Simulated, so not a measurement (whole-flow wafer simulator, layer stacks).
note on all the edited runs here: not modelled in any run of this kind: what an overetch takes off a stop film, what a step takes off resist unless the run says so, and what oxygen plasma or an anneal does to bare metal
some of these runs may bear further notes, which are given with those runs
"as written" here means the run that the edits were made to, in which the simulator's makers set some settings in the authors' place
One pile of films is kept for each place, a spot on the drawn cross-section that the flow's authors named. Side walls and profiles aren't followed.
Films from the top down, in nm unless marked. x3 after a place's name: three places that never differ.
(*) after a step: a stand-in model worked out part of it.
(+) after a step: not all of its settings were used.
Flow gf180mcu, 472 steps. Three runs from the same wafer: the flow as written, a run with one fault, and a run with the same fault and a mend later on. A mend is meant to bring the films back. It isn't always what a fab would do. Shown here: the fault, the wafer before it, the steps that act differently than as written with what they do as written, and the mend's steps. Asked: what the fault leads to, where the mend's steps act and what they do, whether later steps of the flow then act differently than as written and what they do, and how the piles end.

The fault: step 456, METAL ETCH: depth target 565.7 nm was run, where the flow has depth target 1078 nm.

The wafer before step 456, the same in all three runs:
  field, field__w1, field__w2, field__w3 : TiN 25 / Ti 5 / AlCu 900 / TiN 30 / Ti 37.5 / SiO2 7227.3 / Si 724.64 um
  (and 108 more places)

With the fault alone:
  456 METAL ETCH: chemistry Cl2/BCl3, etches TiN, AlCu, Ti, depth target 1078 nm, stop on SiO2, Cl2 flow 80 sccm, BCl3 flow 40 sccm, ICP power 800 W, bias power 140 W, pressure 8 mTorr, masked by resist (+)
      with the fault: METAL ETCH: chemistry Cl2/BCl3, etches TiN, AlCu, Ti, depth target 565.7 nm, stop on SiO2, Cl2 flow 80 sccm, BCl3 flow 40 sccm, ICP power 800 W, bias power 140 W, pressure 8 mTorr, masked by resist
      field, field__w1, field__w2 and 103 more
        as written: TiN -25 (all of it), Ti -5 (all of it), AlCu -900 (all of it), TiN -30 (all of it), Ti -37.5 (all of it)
        with the fault: TiN -25 (all of it), Ti -5 (all of it), AlCu -535.7
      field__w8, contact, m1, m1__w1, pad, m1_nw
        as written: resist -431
        with the fault: resist -226.3
  Later steps of the flow that act differently than as written:
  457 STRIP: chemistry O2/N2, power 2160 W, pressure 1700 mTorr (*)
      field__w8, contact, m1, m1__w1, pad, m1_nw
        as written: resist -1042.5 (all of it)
        with the fault: resist -1247.2 (all of it)
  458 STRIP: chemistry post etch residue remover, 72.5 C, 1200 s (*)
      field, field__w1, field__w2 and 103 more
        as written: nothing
        with the fault: AlCu -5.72
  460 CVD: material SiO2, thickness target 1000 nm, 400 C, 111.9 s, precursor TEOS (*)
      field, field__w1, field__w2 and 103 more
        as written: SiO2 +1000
        with the fault: SiO2 +1000 (new film)
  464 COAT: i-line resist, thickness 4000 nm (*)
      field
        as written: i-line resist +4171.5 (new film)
        with the fault: i-line resist +4084.8 (new film)
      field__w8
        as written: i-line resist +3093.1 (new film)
        with the fault: i-line resist +3474 (new film)
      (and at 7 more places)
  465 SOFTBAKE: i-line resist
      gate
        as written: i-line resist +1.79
        with the fault: i-line resist -0.97
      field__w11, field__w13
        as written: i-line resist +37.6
        with the fault: i-line resist +17.8
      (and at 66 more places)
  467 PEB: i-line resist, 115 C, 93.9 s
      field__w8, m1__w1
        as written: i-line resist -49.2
        with the fault: i-line resist -57
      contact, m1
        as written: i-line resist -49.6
        with the fault: i-line resist -57.2
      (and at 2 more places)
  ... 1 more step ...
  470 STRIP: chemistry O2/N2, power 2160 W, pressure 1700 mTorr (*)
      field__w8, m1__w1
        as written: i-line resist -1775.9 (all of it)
        with the fault: i-line resist -2184.4 (all of it)
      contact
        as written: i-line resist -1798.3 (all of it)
        with the fault: i-line resist -2194.5 (all of it)
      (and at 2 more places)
  At the end the piles differ from the flow's by more than 2% or 0.5 nm, whichever is larger, at field, field__w1, field__w2 and 103 more.
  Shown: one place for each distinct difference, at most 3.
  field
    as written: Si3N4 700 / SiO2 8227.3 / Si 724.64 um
    with the fault: Si3N4 700 / SiO2 1000 / AlCu 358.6 / TiN 30 / Ti 37.5 / SiO2 7227.3 / Si 724.64 um
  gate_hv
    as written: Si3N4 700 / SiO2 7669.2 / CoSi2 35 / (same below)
    with the fault: Si3N4 700 / SiO2 1000 / AlCu 358.6 / TiN 30 / Ti 37.5 / SiO2 6669.2 / CoSi2 35 / (same below)
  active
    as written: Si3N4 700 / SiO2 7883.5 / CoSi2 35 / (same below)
    with the fault: Si3N4 700 / SiO2 1000 / AlCu 358.6 / TiN 30 / Ti 37.5 / SiO2 6883.5 / CoSi2 35 / (same below)

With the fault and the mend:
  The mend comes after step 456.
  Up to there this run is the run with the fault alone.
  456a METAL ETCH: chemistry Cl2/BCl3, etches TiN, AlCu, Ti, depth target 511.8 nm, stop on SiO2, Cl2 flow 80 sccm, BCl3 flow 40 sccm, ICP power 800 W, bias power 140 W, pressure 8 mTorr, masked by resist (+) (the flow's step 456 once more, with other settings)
      field, field__w1, field__w2 and 103 more
        AlCu -364.3 (all of it), TiN -30 (all of it), Ti -37.5 (all of it)
      field__w8, contact, m1, m1__w1, pad, m1_nw
        resist -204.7
  No later step of the flow acts differently than as written at any place that is followed.
  At the end the piles are the same as the flow's at every place that both follow.
